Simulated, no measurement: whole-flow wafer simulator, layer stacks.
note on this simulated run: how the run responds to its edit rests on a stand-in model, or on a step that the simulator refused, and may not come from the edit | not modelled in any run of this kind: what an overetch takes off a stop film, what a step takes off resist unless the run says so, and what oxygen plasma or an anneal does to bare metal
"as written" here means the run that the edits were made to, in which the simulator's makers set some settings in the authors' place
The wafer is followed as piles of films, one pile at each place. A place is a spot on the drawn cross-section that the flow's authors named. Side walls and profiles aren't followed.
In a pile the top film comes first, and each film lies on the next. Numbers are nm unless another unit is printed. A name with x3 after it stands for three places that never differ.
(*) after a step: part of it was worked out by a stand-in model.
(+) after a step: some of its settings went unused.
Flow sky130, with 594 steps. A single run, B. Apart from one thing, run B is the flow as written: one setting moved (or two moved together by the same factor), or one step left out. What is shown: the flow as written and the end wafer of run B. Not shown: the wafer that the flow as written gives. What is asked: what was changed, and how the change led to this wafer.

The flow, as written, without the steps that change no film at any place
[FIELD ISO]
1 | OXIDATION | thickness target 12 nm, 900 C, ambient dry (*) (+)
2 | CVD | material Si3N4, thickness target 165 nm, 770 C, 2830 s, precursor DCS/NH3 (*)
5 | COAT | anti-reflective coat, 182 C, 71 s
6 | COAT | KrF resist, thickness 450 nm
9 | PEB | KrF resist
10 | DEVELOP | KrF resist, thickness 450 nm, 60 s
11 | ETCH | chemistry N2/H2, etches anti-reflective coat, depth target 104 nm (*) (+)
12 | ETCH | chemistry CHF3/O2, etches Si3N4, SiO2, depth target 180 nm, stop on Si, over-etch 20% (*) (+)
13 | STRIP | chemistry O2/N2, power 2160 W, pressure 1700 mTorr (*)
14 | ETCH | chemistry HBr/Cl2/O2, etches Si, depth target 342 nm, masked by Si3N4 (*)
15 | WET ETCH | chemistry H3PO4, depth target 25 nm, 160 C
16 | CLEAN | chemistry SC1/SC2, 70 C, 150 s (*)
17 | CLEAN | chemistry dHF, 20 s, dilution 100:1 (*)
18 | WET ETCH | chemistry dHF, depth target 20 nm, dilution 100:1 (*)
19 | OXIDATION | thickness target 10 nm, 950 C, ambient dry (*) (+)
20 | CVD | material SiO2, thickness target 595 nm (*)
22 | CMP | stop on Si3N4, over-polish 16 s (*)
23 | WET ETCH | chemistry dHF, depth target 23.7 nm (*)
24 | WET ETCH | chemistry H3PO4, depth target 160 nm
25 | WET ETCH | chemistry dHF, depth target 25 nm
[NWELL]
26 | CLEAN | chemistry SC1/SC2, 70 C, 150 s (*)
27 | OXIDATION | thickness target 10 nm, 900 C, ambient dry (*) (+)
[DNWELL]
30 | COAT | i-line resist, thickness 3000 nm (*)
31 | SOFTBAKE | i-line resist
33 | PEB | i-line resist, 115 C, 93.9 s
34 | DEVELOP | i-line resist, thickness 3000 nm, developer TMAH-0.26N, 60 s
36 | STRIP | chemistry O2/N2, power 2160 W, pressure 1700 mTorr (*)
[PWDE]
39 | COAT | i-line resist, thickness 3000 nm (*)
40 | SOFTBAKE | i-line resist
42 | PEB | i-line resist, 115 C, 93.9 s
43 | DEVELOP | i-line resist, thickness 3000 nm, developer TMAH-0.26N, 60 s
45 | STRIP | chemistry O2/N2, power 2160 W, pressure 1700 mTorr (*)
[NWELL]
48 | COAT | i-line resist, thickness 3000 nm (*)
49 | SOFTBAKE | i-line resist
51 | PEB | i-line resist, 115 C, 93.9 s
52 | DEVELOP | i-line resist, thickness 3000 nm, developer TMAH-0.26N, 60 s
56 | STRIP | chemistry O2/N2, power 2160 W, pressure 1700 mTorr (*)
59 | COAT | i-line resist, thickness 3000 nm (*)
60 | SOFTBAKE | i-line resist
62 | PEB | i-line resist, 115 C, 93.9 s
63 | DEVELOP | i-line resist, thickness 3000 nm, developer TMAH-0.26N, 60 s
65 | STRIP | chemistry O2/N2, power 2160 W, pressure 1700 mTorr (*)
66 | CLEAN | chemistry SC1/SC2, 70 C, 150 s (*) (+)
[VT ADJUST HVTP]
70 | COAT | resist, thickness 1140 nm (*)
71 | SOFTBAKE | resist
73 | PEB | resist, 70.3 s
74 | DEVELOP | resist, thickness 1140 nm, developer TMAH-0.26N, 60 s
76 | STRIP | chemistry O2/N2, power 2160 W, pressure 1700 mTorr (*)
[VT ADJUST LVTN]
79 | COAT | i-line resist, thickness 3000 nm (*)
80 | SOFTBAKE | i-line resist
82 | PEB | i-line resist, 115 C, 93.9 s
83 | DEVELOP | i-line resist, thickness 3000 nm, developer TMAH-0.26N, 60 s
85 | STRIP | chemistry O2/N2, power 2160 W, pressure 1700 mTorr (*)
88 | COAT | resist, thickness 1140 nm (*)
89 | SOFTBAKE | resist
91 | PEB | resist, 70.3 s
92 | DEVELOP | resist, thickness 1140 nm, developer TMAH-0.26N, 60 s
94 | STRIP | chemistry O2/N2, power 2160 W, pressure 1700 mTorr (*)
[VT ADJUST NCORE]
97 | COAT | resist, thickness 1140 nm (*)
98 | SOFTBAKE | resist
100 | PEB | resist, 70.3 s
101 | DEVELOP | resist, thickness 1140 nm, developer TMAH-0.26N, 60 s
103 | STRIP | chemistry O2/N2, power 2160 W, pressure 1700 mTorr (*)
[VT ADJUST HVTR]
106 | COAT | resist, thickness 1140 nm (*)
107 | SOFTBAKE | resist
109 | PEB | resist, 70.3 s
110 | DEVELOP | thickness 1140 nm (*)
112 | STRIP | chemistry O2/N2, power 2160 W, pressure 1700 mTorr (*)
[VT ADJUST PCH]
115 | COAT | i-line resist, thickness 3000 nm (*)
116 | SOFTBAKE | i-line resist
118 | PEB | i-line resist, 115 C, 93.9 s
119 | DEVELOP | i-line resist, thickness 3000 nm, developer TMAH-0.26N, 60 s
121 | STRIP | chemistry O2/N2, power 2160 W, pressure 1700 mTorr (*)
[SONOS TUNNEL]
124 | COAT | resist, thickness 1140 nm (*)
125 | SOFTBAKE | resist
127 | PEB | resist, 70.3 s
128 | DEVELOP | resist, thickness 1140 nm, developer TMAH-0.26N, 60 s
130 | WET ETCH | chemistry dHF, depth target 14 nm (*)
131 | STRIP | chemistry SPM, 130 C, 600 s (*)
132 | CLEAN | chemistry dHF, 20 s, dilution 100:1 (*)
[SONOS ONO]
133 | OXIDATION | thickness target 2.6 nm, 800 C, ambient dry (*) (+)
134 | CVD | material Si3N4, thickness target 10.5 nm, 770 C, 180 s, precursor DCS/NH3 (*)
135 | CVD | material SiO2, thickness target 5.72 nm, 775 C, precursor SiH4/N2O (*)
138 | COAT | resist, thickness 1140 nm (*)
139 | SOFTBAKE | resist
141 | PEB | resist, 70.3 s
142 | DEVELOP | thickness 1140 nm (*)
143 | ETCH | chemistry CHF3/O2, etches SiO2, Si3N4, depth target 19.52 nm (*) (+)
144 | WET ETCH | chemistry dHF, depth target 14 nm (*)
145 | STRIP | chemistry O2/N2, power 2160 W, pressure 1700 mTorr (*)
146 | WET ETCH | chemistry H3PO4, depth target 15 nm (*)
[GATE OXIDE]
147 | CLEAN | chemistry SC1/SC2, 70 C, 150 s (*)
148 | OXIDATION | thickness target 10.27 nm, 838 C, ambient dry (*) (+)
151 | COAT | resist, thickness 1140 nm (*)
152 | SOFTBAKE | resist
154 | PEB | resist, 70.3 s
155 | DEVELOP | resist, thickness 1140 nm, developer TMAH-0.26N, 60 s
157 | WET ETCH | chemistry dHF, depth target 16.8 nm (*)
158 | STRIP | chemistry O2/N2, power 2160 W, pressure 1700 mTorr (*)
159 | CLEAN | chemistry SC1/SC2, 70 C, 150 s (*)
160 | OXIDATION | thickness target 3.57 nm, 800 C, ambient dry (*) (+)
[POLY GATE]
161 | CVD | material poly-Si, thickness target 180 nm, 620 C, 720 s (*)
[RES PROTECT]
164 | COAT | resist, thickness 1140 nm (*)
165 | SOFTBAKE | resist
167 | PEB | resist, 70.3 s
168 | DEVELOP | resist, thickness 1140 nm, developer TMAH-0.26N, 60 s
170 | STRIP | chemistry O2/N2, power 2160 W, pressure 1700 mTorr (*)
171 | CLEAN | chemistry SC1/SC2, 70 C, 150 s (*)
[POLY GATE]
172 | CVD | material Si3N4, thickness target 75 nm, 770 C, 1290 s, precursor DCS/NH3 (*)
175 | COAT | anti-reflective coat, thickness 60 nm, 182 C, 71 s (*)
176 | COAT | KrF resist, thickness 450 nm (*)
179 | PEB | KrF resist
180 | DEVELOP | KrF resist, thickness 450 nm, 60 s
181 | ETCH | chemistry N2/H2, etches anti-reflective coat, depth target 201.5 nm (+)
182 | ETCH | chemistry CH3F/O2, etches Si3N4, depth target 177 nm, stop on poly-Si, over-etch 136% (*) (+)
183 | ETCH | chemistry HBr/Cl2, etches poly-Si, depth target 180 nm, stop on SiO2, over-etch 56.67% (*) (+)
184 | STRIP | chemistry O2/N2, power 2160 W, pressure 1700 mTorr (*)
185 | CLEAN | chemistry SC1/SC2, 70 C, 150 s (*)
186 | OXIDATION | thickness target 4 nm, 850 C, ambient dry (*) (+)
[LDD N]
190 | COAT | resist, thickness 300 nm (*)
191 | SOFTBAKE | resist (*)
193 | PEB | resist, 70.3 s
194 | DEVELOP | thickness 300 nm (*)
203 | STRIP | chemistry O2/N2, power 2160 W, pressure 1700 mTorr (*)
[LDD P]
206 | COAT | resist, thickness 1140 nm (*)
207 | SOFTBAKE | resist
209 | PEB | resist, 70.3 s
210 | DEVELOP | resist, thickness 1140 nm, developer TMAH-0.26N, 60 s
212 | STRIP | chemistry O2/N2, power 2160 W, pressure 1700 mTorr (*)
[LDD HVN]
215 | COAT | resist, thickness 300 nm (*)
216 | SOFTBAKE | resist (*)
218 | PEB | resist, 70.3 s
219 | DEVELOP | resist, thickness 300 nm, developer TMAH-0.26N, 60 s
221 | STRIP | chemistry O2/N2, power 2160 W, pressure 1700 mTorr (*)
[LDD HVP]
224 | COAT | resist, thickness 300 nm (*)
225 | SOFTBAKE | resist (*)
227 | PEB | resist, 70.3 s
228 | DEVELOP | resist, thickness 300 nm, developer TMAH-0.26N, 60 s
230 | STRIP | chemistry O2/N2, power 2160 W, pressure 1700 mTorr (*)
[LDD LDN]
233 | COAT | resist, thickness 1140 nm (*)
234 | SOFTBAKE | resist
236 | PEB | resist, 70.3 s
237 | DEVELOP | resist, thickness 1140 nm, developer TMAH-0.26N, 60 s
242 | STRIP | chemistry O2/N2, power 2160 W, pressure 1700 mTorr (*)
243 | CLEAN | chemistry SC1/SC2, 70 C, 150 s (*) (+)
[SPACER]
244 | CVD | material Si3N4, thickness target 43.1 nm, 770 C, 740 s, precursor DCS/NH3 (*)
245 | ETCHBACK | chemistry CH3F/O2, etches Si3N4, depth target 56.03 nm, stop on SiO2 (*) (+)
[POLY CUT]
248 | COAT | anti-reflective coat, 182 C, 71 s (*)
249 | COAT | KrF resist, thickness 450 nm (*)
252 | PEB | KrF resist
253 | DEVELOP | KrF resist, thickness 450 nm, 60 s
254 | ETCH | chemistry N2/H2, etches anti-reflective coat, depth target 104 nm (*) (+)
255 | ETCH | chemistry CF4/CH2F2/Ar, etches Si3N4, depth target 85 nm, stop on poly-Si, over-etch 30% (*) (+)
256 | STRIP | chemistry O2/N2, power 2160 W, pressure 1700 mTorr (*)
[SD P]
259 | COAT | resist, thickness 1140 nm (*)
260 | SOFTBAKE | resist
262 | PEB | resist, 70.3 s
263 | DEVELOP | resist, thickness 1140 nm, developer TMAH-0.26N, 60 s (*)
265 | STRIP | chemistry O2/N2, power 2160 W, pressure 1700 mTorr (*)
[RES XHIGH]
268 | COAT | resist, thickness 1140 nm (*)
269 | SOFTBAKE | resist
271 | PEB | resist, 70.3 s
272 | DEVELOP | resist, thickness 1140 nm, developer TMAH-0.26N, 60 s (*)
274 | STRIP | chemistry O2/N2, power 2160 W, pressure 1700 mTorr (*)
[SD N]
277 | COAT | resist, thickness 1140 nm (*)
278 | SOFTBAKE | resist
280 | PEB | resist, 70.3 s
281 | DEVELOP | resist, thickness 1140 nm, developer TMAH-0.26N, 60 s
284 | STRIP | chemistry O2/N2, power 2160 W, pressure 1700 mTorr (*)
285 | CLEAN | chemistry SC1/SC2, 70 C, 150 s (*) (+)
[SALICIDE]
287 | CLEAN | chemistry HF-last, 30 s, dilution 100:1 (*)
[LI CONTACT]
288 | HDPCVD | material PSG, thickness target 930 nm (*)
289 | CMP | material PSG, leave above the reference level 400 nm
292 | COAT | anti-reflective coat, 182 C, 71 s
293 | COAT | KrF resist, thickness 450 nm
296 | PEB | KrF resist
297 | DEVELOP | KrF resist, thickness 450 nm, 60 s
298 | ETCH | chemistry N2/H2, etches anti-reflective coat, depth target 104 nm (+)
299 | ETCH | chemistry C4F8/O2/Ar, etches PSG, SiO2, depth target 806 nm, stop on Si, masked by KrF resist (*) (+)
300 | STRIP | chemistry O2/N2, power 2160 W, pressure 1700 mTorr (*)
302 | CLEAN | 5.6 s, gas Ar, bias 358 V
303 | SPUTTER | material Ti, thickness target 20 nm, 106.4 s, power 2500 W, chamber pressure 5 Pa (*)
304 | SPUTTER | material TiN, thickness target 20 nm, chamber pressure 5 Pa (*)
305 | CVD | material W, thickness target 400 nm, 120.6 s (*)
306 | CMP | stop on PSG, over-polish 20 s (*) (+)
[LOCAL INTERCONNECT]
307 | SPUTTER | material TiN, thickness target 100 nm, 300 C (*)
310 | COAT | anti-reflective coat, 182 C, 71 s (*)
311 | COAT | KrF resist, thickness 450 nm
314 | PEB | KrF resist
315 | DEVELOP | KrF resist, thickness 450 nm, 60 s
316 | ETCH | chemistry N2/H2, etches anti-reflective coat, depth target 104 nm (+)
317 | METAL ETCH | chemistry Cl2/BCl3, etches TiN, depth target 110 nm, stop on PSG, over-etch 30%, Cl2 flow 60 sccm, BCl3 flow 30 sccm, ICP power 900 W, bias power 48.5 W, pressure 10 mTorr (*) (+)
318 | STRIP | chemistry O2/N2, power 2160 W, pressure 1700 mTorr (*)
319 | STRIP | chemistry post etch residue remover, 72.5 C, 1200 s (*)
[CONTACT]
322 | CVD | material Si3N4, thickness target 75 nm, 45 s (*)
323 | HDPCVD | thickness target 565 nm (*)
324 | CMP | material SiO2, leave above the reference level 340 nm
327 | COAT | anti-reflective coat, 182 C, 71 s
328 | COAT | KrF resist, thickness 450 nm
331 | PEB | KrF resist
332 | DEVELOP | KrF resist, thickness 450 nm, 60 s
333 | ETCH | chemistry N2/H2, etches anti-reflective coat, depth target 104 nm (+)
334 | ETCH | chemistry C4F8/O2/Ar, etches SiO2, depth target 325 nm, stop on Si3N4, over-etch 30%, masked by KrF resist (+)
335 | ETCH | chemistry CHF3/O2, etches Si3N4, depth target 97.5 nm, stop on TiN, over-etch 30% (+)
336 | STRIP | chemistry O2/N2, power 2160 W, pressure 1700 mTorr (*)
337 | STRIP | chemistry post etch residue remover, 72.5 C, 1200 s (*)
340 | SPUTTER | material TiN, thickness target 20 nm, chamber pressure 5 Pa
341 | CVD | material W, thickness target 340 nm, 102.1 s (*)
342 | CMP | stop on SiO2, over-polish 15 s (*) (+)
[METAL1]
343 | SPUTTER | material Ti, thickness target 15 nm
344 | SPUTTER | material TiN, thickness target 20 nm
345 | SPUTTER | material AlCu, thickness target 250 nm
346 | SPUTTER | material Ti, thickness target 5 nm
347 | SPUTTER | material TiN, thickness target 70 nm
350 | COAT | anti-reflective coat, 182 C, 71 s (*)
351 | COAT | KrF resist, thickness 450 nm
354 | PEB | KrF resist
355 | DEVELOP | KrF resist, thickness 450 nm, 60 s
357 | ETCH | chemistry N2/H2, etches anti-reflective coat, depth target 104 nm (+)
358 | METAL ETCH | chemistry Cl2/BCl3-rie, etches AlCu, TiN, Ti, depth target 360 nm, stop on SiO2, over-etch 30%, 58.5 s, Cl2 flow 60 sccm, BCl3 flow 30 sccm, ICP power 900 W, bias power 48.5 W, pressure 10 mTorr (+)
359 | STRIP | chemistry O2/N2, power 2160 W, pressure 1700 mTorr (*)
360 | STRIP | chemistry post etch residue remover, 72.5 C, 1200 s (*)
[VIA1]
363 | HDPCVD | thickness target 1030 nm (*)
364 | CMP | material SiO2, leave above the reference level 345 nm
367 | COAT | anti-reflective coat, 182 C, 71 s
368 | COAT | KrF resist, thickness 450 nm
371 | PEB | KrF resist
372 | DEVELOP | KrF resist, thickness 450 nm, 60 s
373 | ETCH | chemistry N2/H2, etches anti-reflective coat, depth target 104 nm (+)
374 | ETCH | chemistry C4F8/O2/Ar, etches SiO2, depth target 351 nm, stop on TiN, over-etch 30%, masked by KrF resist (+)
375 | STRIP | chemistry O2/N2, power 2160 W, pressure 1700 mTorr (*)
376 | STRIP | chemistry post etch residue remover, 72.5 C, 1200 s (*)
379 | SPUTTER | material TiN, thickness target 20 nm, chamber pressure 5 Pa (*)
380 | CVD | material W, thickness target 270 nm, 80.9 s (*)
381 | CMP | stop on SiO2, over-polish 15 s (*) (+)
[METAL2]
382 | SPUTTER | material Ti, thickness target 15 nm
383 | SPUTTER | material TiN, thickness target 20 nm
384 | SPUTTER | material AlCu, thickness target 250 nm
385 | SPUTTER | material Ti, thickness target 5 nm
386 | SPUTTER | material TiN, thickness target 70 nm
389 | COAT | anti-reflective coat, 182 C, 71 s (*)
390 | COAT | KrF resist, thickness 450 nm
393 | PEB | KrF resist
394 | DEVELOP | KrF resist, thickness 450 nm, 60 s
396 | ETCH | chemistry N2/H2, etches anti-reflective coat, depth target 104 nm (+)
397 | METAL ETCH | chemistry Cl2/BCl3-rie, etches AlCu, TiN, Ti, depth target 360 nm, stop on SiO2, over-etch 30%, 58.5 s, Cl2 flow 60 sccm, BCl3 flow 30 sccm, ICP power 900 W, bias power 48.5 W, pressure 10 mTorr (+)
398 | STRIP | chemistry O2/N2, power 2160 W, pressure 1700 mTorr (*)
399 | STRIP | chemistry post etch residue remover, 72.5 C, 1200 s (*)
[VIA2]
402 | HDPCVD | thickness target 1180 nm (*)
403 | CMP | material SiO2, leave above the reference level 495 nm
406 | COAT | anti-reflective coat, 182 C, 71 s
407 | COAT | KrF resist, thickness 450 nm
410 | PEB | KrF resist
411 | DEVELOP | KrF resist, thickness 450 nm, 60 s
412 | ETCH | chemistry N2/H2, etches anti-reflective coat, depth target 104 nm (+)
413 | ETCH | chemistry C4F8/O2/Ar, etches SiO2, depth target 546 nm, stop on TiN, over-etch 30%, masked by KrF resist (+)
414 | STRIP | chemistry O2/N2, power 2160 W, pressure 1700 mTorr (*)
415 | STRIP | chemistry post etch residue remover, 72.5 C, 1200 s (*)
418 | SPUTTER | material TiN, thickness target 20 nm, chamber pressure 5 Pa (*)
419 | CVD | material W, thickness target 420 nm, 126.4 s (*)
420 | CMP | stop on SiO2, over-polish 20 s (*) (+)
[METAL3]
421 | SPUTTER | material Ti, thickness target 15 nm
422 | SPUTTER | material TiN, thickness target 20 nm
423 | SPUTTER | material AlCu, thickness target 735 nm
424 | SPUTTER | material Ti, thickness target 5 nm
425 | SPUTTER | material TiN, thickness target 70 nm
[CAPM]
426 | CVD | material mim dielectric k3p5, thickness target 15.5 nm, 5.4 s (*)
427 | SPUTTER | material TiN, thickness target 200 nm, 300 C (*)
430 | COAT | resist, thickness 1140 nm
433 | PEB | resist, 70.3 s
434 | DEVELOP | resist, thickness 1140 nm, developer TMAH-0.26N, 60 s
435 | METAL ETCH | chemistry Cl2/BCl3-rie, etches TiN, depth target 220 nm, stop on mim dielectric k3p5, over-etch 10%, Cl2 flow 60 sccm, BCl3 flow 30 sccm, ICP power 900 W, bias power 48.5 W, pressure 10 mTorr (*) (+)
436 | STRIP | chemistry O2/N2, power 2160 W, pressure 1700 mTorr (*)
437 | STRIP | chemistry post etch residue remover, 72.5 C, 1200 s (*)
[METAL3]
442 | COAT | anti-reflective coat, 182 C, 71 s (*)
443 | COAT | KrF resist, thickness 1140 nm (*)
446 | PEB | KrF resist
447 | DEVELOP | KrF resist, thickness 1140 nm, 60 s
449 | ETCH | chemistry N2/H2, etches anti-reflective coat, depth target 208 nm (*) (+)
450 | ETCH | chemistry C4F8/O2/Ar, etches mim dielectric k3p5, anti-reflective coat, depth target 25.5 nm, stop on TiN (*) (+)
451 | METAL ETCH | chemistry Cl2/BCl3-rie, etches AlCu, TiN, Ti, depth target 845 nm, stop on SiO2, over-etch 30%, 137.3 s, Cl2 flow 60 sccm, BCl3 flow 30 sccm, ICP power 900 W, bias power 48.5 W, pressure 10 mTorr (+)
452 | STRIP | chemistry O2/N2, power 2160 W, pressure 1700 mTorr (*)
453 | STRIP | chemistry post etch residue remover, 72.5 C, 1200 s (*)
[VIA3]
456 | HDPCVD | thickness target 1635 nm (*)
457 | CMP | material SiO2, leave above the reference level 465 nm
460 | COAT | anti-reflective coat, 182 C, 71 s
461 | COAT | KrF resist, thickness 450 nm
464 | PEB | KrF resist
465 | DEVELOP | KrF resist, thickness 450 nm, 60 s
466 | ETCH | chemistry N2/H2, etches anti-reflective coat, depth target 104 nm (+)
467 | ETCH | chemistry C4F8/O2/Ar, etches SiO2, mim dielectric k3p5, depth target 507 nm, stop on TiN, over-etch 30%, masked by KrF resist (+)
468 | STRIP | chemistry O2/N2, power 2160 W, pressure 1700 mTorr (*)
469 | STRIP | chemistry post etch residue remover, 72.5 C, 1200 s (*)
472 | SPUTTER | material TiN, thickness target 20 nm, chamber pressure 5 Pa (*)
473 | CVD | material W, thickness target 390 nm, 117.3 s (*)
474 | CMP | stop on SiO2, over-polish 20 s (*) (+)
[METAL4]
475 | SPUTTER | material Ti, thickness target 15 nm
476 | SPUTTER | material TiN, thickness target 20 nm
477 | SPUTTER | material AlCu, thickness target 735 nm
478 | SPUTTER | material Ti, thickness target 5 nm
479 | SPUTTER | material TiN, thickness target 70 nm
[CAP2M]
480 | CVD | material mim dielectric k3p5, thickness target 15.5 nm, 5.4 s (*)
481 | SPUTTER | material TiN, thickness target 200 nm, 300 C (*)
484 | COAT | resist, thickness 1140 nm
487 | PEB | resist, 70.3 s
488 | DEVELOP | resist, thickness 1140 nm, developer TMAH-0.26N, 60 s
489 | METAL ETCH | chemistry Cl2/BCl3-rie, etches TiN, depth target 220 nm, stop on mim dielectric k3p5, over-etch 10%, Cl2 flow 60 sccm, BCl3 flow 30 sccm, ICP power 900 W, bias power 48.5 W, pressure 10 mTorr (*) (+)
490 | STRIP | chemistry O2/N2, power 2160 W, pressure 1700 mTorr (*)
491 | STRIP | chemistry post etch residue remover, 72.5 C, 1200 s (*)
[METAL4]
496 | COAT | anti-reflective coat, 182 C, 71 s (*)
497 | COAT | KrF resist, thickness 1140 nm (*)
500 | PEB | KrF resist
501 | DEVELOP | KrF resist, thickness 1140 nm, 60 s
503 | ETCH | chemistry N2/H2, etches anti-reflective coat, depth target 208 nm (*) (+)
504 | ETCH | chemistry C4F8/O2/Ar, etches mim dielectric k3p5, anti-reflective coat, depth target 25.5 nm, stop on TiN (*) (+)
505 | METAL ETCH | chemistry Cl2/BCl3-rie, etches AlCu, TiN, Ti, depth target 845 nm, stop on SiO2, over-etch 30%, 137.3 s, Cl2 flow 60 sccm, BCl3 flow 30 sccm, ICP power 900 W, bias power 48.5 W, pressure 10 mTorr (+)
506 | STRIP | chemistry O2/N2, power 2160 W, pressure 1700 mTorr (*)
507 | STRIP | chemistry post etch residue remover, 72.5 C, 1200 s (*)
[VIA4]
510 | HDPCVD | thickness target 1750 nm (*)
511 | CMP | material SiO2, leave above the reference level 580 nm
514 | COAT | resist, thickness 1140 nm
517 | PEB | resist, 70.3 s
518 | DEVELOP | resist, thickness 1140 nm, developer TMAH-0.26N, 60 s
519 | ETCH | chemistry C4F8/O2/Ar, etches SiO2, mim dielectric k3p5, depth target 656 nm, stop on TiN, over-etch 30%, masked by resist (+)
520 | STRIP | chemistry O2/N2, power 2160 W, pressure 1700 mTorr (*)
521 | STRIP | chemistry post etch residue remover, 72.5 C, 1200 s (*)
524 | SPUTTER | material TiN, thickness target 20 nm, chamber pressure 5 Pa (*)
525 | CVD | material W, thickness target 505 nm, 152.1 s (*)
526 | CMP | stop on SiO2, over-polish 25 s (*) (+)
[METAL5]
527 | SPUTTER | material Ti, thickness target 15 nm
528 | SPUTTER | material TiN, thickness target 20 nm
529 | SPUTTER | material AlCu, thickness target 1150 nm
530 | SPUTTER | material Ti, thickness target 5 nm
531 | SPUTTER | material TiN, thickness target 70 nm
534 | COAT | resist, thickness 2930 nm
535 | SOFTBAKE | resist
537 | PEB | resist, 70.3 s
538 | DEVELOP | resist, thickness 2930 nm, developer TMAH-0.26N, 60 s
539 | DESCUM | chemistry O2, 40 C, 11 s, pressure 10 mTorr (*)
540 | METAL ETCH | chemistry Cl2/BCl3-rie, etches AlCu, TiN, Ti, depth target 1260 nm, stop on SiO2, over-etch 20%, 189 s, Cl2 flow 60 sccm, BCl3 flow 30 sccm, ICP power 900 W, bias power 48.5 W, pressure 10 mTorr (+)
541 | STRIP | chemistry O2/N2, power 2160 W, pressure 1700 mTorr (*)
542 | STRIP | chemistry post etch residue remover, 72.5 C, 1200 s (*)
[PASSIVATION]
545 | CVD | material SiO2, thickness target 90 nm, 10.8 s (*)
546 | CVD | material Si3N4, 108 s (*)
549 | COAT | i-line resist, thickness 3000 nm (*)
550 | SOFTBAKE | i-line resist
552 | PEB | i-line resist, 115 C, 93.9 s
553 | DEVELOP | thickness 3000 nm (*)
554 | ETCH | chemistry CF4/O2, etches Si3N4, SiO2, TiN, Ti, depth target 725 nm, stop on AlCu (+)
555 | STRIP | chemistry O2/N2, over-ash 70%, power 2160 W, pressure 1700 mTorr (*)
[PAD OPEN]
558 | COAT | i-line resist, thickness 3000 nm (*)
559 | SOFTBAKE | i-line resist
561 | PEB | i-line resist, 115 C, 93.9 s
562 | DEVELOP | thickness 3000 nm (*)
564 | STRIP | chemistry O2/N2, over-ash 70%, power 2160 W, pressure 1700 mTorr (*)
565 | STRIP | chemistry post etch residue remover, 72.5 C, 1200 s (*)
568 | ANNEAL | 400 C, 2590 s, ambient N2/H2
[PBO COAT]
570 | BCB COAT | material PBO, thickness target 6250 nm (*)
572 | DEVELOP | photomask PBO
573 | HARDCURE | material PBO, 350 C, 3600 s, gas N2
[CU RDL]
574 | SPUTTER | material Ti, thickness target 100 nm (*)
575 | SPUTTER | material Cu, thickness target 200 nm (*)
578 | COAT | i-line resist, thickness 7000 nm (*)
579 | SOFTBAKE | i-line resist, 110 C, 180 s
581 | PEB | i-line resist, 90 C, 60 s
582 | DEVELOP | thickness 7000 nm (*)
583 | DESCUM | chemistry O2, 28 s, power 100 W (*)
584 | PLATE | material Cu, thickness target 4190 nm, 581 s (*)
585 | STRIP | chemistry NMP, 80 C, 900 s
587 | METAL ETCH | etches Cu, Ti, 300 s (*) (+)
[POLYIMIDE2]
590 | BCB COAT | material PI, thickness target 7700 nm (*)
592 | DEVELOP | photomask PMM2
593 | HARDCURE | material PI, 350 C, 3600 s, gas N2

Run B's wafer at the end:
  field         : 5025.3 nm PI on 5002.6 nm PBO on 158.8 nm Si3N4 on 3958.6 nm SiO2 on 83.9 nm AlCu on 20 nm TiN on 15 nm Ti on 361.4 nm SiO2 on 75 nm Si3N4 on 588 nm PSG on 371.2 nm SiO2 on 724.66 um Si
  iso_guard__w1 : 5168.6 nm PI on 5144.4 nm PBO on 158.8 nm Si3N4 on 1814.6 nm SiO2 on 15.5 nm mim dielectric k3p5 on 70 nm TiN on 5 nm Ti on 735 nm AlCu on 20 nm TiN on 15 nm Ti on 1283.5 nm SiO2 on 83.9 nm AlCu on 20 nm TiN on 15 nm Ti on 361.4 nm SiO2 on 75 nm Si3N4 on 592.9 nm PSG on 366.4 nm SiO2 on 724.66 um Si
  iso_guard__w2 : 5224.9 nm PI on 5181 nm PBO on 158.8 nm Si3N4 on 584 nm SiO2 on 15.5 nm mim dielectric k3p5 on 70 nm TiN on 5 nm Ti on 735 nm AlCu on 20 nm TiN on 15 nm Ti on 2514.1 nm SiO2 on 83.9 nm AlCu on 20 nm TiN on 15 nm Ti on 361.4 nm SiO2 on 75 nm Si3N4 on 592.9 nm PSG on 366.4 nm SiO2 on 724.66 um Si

What caused this: step 358, METAL ETCH: depth target 180 nm was run, though the flow has depth target 360 nm; step 358, METAL ETCH: 29.2 s was run, where the flow has 58.5 s.

The path from the change to this, step by step:
  358 | METAL ETCH | chemistry Cl2/BCl3-rie, etches AlCu, TiN, Ti, depth target 360 nm, stop on SiO2, over-etch 30%, 58.5 s, Cl2 flow 60 sccm, BCl3 flow 30 sccm, ICP power 900 W, bias power 48.5 W, pressure 10 mTorr (+)
      field, active, gate and 81 more: -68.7 TiN (all of it), -5 Ti (all of it), -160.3 AlCu (as written it would have been: -68.7 TiN (all of it), -5 Ti (all of it), -250 AlCu (all of it), -20 TiN (all of it), -15 Ti (all of it), -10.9 SiO2)
      n_well, p_well, gate_hv and 104 more: -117 KrF resist (as written it would have been: -234 KrF resist)
  359 | STRIP | chemistry O2/N2, power 2160 W, pressure 1700 mTorr (*)
      n_well, p_well, gate_hv and 100 more: -260.8 KrF resist (all of it), -80 anti-reflective coat (all of it) (as written it would have been: -143.8 KrF resist (all of it), -80 anti-reflective coat (all of it))
      poly_licon, ndiff_licon, ndiff_licon_cpp, rpo_hd_licon: -260.9 KrF resist (all of it), -80.5 anti-reflective coat (all of it) (as written it would have been: -143.9 KrF resist (all of it), -80.5 anti-reflective coat (all of it))
  360 | STRIP | chemistry post etch residue remover, 72.5 C, 1200 s (*)
      field, active, gate and 81 more: -5.72 AlCu (as written it would have been: nothing)
  363 | HDPCVD | thickness target 1030 nm (*)
      field, active, gate and 81 more: +1030 SiO2 (new film) (as written it would have been: +1030 SiO2)
  364 | CMP | material SiO2, leave above the reference level 345 nm
      field, active, gate and 81 more: -518.9 SiO2 (as written it would have been: -389.1 SiO2)
Taking metal films that touch as one body, field has 1 body; the flow as written gives 0 bodies.
Taking metal films that touch as one body, iso_guard__w1 has 2 bodies (between them, from the top down: SiO2 1283.5); the flow as written gives 1 body.
Taking metal films that touch as one body, iso_guard__w2 has 2 bodies (between them, from the top down: SiO2 2514.1); the flow as written gives 1 body.
